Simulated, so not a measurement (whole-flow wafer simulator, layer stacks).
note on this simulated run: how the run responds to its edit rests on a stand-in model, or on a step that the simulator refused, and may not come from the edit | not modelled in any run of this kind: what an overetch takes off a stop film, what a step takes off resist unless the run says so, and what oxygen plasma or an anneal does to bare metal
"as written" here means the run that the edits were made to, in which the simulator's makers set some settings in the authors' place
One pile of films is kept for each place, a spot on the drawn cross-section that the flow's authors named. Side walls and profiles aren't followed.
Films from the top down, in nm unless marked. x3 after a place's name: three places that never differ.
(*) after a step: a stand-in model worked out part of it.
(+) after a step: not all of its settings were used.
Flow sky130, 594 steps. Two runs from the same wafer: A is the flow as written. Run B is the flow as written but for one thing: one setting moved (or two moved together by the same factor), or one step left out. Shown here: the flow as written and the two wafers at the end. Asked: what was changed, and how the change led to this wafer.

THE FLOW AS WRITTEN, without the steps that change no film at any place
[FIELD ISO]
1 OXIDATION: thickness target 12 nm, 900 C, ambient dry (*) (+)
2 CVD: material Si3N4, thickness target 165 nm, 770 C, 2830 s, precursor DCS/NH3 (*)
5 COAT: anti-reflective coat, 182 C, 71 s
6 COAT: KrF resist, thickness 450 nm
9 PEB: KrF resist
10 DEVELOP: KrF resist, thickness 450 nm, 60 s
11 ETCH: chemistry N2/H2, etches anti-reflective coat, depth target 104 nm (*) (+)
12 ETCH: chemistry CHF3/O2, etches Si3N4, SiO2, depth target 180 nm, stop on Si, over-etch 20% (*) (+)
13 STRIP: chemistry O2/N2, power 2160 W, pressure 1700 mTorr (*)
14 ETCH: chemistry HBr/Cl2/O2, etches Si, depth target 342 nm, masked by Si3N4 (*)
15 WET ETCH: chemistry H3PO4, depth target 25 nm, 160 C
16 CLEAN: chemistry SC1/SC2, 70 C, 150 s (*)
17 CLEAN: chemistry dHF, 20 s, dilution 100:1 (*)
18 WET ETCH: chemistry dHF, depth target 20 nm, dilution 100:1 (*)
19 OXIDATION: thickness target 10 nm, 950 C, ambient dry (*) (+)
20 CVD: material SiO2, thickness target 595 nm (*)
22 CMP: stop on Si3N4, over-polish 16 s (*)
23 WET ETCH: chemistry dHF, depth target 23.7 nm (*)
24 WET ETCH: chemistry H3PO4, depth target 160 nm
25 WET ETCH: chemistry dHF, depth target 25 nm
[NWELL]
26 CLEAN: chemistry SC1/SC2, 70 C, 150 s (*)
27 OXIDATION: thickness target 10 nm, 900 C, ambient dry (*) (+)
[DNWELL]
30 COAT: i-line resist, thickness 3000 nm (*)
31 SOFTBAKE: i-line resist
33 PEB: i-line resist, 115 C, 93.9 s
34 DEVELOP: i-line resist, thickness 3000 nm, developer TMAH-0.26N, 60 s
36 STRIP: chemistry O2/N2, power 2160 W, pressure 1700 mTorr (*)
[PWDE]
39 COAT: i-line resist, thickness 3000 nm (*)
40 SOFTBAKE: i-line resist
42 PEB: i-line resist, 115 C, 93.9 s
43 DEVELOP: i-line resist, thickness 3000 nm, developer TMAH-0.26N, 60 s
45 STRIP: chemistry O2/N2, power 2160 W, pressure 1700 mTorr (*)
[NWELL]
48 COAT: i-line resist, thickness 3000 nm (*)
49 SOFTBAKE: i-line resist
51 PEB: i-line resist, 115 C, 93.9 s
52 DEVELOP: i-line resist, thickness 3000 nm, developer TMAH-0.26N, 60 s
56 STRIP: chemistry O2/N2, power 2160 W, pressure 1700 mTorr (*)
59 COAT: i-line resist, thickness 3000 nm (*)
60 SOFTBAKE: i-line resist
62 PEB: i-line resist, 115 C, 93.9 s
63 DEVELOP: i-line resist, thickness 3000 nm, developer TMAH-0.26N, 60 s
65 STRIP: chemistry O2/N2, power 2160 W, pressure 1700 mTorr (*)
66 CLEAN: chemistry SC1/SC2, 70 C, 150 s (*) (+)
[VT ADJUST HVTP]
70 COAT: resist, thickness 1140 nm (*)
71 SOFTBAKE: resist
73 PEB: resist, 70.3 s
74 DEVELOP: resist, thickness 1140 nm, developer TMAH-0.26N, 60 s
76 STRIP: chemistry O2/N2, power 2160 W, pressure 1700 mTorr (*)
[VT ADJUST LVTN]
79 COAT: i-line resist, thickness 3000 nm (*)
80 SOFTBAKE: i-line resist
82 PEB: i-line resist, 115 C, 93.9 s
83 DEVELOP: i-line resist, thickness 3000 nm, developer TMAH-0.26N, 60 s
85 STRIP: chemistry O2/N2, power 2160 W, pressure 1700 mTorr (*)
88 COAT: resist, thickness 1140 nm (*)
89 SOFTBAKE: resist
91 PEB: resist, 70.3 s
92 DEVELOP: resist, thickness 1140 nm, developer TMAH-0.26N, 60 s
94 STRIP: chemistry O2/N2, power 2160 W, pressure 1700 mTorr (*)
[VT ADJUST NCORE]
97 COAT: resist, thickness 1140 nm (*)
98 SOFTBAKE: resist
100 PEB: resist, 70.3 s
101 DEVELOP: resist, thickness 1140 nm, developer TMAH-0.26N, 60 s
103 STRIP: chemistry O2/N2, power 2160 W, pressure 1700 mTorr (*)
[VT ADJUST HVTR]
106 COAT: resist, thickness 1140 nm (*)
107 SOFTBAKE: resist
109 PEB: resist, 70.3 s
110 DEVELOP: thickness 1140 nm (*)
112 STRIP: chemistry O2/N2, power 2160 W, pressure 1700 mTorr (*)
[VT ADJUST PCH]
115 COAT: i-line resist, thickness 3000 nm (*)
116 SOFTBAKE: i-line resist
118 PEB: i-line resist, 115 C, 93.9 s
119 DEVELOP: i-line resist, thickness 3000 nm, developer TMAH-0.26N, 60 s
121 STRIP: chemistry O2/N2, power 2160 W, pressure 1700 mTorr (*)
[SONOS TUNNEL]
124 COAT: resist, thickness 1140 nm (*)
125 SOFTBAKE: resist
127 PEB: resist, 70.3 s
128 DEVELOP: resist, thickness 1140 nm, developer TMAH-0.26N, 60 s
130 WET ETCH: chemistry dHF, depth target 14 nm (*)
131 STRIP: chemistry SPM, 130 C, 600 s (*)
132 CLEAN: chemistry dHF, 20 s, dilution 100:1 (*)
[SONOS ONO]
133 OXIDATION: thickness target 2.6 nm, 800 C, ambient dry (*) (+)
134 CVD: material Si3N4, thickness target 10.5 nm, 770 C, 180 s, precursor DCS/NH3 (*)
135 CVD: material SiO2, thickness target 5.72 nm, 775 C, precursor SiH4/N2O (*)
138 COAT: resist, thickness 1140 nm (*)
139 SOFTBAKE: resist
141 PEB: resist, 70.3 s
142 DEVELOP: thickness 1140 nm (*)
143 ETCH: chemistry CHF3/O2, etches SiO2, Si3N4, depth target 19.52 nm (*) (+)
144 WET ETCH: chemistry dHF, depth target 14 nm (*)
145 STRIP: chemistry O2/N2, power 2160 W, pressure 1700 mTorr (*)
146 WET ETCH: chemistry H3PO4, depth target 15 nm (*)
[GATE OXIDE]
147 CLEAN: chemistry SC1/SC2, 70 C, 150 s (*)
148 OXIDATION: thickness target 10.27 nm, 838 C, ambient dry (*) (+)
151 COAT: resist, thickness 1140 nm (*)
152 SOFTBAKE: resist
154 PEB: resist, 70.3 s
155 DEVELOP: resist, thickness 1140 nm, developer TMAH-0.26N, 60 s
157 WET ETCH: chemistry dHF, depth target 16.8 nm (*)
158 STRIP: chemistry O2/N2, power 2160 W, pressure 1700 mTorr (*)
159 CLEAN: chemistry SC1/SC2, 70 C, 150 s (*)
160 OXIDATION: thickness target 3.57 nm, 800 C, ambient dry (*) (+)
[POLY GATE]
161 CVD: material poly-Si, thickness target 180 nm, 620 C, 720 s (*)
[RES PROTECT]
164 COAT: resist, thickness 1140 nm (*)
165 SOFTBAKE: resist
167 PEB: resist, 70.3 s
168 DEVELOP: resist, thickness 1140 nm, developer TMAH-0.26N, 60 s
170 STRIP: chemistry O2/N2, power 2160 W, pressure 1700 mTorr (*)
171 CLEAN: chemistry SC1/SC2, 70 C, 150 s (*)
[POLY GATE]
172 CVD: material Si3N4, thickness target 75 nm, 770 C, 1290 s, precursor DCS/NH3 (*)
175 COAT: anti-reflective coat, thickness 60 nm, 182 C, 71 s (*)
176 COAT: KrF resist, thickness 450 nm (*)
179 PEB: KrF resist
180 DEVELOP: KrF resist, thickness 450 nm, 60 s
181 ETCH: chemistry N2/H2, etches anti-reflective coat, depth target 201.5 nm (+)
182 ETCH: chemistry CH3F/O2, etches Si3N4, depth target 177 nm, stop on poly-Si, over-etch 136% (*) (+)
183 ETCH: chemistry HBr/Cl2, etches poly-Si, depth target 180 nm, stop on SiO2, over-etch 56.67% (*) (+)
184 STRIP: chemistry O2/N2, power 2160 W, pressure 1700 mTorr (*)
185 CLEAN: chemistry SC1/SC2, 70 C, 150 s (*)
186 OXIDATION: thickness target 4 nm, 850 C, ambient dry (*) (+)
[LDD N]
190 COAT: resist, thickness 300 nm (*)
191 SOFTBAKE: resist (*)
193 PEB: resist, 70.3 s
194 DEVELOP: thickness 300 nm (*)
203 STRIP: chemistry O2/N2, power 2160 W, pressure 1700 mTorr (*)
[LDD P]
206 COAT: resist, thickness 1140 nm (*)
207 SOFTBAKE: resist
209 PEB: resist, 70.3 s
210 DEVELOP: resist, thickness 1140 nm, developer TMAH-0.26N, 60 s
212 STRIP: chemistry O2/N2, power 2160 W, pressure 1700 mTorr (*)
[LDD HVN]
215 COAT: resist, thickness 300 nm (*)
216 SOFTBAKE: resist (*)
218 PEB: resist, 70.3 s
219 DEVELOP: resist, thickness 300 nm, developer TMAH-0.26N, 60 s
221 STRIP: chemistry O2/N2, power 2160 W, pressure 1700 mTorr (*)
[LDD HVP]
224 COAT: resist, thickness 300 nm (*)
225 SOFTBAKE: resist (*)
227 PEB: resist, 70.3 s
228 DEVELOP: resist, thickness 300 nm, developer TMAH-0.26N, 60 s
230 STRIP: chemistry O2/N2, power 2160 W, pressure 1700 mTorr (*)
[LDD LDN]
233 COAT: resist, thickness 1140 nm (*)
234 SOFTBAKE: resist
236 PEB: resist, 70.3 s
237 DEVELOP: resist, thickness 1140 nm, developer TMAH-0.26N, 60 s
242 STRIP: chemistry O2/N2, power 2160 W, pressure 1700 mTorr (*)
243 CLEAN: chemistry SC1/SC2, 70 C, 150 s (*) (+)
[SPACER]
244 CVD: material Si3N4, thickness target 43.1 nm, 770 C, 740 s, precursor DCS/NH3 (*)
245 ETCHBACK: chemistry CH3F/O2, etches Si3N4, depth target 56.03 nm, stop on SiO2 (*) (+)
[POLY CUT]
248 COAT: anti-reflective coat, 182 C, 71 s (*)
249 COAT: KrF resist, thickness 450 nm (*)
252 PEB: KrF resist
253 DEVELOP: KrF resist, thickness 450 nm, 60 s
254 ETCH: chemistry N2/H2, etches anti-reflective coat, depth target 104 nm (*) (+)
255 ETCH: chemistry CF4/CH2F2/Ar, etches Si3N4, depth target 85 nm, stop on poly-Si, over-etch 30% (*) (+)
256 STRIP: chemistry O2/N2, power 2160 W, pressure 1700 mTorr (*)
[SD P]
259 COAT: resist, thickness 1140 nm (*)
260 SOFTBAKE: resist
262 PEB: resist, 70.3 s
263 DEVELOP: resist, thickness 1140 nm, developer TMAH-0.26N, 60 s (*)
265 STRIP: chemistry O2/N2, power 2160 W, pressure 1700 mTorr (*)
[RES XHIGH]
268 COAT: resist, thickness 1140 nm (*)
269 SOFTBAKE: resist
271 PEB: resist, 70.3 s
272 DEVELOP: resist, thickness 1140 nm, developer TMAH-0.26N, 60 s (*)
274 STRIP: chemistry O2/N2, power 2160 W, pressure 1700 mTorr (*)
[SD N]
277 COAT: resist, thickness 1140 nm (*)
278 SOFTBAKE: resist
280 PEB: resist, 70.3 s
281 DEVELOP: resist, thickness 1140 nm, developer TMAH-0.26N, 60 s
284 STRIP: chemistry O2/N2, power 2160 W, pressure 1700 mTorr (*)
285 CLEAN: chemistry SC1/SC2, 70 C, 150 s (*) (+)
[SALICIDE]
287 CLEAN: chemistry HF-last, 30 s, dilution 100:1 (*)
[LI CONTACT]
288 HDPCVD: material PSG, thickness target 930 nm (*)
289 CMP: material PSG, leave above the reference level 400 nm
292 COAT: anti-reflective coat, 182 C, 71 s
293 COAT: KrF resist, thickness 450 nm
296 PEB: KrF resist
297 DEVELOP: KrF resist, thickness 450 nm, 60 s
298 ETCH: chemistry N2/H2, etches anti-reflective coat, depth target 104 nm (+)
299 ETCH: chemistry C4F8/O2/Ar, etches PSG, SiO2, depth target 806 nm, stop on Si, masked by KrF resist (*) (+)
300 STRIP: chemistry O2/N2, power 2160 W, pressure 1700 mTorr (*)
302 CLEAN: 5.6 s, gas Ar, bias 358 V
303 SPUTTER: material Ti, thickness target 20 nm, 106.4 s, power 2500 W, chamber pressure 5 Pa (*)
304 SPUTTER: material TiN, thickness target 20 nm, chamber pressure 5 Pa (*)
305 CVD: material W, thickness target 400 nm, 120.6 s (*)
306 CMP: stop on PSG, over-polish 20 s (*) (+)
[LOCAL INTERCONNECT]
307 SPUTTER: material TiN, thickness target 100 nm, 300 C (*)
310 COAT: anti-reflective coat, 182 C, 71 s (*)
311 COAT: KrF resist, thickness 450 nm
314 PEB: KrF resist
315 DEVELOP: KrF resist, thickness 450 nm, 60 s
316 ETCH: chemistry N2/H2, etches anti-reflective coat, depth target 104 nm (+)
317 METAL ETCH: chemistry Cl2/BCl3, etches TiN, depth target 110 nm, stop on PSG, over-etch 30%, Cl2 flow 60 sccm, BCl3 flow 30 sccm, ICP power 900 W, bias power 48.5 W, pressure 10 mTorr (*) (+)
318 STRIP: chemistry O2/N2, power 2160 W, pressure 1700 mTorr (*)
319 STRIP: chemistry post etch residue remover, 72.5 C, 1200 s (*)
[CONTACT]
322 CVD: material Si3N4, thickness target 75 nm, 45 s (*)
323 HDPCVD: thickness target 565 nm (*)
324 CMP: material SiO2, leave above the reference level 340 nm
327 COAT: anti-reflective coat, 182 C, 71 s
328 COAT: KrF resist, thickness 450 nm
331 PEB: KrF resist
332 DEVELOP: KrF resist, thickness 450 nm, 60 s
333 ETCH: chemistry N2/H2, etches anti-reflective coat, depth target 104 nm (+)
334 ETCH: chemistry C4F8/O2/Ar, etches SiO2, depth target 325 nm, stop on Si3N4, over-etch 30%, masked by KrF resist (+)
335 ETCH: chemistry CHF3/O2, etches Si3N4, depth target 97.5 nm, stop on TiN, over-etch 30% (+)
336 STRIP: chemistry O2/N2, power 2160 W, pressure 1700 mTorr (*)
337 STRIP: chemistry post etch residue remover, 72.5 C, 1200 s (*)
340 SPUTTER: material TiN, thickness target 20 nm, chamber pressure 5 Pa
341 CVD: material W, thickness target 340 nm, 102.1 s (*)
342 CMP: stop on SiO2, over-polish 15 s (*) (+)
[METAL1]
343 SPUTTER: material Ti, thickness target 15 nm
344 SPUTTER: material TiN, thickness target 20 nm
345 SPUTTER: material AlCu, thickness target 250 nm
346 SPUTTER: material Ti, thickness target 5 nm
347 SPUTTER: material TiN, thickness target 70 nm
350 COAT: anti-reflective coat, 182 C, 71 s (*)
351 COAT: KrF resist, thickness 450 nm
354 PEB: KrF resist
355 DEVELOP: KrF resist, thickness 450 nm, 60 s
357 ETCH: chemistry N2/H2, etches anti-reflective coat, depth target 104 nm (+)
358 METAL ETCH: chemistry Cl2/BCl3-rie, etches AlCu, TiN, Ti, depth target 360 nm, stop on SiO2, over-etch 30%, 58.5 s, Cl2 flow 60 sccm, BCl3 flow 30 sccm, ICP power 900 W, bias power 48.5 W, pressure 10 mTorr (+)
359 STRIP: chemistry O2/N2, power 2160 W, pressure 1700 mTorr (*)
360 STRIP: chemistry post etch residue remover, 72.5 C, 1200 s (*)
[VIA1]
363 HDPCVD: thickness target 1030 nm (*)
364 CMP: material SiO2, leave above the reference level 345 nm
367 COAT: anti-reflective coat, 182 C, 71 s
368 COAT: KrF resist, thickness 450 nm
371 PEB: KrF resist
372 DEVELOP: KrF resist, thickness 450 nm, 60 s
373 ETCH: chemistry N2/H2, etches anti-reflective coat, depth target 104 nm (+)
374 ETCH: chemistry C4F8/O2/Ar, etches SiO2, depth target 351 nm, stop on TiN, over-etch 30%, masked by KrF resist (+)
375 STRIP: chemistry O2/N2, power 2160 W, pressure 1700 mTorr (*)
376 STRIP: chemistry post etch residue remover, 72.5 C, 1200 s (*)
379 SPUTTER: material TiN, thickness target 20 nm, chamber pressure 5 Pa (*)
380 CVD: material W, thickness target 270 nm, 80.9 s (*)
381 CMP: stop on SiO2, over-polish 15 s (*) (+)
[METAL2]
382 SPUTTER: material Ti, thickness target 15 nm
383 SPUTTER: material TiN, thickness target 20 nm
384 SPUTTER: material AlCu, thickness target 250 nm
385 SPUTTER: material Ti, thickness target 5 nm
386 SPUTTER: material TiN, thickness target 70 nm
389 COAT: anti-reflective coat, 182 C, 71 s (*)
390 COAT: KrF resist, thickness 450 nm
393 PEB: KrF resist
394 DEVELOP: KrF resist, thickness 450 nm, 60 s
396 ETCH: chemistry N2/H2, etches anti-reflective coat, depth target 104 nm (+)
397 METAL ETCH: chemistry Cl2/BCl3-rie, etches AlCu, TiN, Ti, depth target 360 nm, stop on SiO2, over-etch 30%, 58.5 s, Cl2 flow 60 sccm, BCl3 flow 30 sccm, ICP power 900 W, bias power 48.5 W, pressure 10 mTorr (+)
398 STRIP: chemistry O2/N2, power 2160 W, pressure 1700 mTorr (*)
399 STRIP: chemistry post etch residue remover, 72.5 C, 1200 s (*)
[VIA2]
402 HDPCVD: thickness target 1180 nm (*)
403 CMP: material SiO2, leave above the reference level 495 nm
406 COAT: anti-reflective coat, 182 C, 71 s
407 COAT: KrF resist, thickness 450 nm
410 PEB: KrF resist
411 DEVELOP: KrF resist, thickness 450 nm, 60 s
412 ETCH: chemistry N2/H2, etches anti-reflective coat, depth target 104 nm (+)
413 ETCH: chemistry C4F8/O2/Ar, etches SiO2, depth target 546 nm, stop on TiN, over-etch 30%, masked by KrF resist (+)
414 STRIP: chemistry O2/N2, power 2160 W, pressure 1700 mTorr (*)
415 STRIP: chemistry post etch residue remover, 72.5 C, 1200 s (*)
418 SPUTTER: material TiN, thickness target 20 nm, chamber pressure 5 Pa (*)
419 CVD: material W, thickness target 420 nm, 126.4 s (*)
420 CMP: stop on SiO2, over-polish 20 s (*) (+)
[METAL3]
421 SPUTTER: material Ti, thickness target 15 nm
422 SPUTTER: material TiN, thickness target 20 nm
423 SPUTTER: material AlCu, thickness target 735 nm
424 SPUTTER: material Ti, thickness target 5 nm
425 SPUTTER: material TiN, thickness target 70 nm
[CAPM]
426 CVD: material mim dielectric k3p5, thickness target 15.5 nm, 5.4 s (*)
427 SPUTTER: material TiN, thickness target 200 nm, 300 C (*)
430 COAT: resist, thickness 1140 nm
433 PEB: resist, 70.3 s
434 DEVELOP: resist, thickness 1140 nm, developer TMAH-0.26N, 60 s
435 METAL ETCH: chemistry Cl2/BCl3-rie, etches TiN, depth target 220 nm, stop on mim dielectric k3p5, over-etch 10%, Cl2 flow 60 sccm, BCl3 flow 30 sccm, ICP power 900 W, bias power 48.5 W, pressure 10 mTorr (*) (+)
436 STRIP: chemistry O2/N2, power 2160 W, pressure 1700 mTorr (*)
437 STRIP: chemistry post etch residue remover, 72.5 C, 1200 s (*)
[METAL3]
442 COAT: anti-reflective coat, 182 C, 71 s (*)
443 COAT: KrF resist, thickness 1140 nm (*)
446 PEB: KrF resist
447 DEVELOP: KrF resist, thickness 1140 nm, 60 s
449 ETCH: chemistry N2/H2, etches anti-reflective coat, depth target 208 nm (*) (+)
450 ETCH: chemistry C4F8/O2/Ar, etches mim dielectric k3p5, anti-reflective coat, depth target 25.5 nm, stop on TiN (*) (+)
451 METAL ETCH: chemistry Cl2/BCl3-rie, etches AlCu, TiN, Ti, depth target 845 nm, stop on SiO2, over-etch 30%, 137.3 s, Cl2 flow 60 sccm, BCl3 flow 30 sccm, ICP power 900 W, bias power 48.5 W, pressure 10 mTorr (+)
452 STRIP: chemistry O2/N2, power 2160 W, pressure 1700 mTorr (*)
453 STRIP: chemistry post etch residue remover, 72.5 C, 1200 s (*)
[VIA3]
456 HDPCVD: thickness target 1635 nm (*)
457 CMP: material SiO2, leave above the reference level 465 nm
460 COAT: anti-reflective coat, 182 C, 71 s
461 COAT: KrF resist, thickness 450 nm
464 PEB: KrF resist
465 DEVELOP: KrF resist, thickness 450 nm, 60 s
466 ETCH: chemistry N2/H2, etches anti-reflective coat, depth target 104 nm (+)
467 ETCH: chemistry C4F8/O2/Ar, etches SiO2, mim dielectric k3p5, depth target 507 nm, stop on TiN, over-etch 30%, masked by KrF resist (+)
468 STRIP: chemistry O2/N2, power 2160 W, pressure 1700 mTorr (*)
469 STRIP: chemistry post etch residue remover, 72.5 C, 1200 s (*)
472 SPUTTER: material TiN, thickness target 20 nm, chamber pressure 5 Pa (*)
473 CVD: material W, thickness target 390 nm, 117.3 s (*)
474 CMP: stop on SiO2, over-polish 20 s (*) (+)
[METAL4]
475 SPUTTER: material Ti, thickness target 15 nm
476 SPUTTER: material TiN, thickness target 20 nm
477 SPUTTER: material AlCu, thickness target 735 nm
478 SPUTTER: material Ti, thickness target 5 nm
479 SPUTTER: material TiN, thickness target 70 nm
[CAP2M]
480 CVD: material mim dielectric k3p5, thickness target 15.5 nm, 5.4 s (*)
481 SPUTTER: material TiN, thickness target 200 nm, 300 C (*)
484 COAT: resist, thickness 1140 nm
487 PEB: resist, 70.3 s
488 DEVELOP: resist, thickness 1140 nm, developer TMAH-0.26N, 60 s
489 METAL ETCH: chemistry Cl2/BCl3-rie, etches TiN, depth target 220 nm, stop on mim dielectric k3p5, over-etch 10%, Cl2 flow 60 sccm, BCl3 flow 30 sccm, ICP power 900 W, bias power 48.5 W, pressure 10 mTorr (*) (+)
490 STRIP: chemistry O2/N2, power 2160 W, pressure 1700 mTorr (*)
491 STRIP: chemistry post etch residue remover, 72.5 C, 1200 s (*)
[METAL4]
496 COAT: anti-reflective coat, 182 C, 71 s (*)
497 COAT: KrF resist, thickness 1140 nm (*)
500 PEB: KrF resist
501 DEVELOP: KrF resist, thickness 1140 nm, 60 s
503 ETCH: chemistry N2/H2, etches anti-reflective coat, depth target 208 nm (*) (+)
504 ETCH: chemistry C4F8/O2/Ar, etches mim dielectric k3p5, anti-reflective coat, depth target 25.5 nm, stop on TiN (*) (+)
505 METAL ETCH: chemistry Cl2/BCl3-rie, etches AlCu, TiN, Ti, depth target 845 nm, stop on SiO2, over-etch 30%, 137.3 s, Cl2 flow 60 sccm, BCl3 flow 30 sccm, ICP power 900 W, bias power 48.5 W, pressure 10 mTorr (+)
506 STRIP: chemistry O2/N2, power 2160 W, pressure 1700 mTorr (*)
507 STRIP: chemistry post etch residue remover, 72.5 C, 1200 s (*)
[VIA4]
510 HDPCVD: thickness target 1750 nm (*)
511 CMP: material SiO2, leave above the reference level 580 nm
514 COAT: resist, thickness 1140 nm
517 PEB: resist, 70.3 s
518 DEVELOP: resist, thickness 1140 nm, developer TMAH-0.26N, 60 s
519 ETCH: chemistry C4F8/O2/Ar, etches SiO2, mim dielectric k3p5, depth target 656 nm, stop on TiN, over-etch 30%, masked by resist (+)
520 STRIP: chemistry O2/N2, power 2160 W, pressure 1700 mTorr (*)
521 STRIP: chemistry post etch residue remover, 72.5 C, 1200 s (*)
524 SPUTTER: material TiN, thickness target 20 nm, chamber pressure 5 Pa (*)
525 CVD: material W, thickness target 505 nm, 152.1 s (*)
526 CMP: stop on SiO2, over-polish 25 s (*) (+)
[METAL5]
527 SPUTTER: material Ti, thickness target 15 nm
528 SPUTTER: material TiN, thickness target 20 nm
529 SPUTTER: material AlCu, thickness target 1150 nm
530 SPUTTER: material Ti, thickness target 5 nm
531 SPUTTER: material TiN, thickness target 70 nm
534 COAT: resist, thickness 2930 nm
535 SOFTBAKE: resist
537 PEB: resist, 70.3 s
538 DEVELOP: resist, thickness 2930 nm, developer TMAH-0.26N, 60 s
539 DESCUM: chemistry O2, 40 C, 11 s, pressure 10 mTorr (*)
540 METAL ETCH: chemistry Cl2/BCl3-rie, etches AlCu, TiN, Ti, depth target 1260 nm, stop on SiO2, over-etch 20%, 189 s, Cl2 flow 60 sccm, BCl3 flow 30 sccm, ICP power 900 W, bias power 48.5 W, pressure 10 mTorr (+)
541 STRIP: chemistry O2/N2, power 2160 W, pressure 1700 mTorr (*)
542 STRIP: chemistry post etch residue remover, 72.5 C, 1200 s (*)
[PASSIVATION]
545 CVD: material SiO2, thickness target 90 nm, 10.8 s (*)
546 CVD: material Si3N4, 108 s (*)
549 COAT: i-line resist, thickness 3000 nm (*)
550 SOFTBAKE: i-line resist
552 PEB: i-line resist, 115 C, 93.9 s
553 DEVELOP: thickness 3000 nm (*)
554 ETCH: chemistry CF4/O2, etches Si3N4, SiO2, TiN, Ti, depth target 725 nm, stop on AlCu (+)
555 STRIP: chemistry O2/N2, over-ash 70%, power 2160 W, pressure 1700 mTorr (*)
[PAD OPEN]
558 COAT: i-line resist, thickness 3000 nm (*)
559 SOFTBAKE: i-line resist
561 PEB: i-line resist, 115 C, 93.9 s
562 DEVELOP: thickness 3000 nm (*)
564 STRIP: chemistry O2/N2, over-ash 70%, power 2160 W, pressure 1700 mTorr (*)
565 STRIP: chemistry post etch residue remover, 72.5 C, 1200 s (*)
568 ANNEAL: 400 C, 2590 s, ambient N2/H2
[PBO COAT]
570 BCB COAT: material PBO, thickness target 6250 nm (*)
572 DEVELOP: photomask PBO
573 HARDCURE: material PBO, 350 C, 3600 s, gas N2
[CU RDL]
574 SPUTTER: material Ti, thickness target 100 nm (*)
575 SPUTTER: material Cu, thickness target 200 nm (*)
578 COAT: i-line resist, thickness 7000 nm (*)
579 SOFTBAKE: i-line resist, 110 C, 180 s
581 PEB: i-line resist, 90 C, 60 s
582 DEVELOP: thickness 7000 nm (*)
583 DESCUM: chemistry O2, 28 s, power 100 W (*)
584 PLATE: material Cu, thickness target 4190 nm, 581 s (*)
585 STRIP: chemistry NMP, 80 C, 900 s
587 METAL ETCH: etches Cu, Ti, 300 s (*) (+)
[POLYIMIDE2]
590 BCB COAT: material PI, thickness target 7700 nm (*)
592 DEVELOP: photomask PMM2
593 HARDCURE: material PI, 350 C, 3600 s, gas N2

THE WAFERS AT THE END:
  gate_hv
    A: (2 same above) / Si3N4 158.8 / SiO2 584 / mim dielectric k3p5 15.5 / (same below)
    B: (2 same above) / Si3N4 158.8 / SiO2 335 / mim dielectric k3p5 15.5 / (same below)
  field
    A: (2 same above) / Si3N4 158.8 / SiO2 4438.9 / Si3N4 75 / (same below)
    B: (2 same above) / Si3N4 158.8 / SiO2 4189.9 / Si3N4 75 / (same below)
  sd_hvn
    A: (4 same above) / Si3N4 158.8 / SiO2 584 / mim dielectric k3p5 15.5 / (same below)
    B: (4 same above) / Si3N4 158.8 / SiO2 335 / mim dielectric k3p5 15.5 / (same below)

The cause: step 511, CMP: leave above the reference level 331 nm was run, where the flow has leave above the reference level 580 nm.

How the change led to this, step by step:
  511 CMP: material SiO2, leave above the reference level 580 nm
      n_well, p_well, gate_hv and 99 more: A SiO2 -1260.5 | B SiO2 -1509.5
      field, active, gate and 77 more: A SiO2 -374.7 | B SiO2 -623.7
      (and at 11 more places)
  519 ETCH: chemistry C4F8/O2/Ar, etches SiO2, mim dielectric k3p5, depth target 656 nm, stop on TiN, over-etch 30%, masked by resist (+)
      field, active, n_well and 188 more: A resist -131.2 | B resist -66.7
      m1: A SiO2 -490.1 (all of it), mim dielectric k3p5 -15.5 (all of it) | B SiO2 -241.1 (all of it), mim dielectric k3p5 -15.5 (all of it)
      (and at 1 more place)
  520 STRIP: chemistry O2/N2, power 2160 W, pressure 1700 mTorr (*)
      field, active, n_well and 188 more: A resist -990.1 (all of it) | B resist -1054.6 (all of it)
  524 SPUTTER: material TiN, thickness target 20 nm, chamber pressure 5 Pa (*)
      m1, via4_hole: A TiN +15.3 | B TiN +17.2
  525 CVD: material W, thickness target 505 nm, 152.1 s (*)
      m1: A W +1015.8 (new film) | B W +568.1 (new film)
      via4_hole: A W +1015.2 (new film) | B W +569.2 (new film)
  526 CMP: stop on SiO2, over-polish 25 s (*) (+)
      m1: A W -532.7 | B W -335.9
      via4_hole: A W -532.7 | B W -337.7
